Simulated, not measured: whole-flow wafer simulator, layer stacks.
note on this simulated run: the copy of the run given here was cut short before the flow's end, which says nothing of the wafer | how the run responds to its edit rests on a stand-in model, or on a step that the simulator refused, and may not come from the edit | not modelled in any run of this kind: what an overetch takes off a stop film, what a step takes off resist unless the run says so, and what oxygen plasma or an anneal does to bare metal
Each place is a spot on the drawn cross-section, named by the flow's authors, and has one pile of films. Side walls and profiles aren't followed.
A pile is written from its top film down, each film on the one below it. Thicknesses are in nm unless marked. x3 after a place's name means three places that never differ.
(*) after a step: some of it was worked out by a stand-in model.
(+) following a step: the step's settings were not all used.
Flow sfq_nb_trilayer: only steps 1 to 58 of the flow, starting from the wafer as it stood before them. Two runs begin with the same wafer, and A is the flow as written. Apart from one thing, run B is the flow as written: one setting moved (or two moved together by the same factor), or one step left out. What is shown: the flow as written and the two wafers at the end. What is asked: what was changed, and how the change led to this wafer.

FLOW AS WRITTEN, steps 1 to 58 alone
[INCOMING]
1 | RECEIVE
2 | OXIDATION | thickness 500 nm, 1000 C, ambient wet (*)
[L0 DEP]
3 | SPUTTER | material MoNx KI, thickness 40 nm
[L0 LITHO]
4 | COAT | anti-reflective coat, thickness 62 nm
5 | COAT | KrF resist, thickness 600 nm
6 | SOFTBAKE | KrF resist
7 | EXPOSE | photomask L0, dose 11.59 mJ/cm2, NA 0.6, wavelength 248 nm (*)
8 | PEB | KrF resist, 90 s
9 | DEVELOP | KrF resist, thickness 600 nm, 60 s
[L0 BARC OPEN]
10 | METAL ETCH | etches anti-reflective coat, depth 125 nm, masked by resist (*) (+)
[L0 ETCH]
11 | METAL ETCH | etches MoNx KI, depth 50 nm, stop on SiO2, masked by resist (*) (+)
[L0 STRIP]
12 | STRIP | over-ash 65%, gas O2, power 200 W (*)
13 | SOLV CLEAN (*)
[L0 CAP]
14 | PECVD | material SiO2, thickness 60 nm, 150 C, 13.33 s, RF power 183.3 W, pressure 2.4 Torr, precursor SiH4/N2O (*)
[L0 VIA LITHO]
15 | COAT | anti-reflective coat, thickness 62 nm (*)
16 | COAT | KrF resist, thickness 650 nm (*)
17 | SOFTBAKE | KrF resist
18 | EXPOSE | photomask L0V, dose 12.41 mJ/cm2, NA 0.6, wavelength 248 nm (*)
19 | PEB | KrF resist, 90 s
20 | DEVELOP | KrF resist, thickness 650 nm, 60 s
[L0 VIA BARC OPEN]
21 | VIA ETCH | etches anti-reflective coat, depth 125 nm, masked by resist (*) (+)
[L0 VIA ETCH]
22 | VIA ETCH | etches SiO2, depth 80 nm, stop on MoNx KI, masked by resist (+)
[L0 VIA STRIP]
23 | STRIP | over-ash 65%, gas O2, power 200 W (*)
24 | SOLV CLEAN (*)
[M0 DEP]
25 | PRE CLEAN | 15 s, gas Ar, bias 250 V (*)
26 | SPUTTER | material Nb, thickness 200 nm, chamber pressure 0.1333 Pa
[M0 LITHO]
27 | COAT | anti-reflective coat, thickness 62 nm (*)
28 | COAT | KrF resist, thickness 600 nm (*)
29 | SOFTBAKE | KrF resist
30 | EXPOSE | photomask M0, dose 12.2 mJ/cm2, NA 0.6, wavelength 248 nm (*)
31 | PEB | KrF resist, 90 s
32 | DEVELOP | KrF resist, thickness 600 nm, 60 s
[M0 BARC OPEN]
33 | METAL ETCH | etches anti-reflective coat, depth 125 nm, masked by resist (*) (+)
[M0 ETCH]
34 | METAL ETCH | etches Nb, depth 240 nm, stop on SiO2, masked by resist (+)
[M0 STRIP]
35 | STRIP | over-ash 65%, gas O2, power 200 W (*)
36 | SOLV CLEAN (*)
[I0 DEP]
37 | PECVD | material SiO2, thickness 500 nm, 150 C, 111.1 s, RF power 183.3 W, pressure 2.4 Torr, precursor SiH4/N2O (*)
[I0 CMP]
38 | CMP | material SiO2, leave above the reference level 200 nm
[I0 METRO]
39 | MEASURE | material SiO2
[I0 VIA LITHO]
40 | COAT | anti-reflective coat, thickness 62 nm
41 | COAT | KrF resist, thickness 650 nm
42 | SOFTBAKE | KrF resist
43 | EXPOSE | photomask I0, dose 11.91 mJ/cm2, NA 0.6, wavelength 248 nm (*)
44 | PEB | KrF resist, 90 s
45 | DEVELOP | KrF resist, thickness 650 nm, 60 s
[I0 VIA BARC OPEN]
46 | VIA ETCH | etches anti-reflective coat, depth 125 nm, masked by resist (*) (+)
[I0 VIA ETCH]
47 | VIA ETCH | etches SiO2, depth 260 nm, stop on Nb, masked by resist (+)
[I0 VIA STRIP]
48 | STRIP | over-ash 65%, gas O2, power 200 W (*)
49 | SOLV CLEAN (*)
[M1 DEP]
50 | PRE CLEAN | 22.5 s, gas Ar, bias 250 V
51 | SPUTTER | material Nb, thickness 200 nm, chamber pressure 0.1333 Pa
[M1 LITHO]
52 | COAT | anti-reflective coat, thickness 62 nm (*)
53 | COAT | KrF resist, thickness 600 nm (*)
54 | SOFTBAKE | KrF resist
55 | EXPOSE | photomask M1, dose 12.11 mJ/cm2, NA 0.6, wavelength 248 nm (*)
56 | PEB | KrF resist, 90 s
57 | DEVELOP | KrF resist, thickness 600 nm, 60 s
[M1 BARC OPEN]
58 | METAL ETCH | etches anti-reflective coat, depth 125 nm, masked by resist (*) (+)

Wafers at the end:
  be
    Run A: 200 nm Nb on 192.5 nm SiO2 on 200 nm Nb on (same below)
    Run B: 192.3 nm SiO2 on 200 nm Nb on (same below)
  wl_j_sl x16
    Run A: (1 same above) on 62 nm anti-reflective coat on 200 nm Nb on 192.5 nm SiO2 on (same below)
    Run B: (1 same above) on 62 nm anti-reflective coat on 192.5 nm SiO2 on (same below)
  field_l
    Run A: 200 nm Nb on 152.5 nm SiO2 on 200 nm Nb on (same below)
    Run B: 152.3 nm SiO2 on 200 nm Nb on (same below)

Cause: step 51, SPUTTER: material Nb, thickness 200 nm, chamber pressure 0.1333 Pa, was omitted.

How this came from the change, step by step:
  52 | COAT | anti-reflective coat, thickness 62 nm (*)
      via_wl: A anti-reflective coat gains 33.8 (new film) | B anti-reflective coat gains 31.3 (new film)
      via_w: A anti-reflective coat gains 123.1 (new film) | B anti-reflective coat gains 115.1 (new film)
      (and at 1 other place as well)
  53 | COAT | KrF resist, thickness 600 nm (*)
      via_w: A KrF resist gains 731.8 (new film) | B KrF resist gains 717.1 (new film)
With metal films that touch counted as one body, be has 1 body; the flow as written gives 2 bodies (between them, from the top down: SiO2 192.5).
With metal films that touch counted as one body, wl_j_sl x16 has 1 body; the flow as written gives 2 bodies (between them, from the top down: SiO2 192.5).
With metal films that touch counted as one body, field_l has 2 bodies (between them, from the top down: SiO2 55); the flow as written gives 3 bodies (between them, from the top down: SiO2 152.5; SiO2 55).
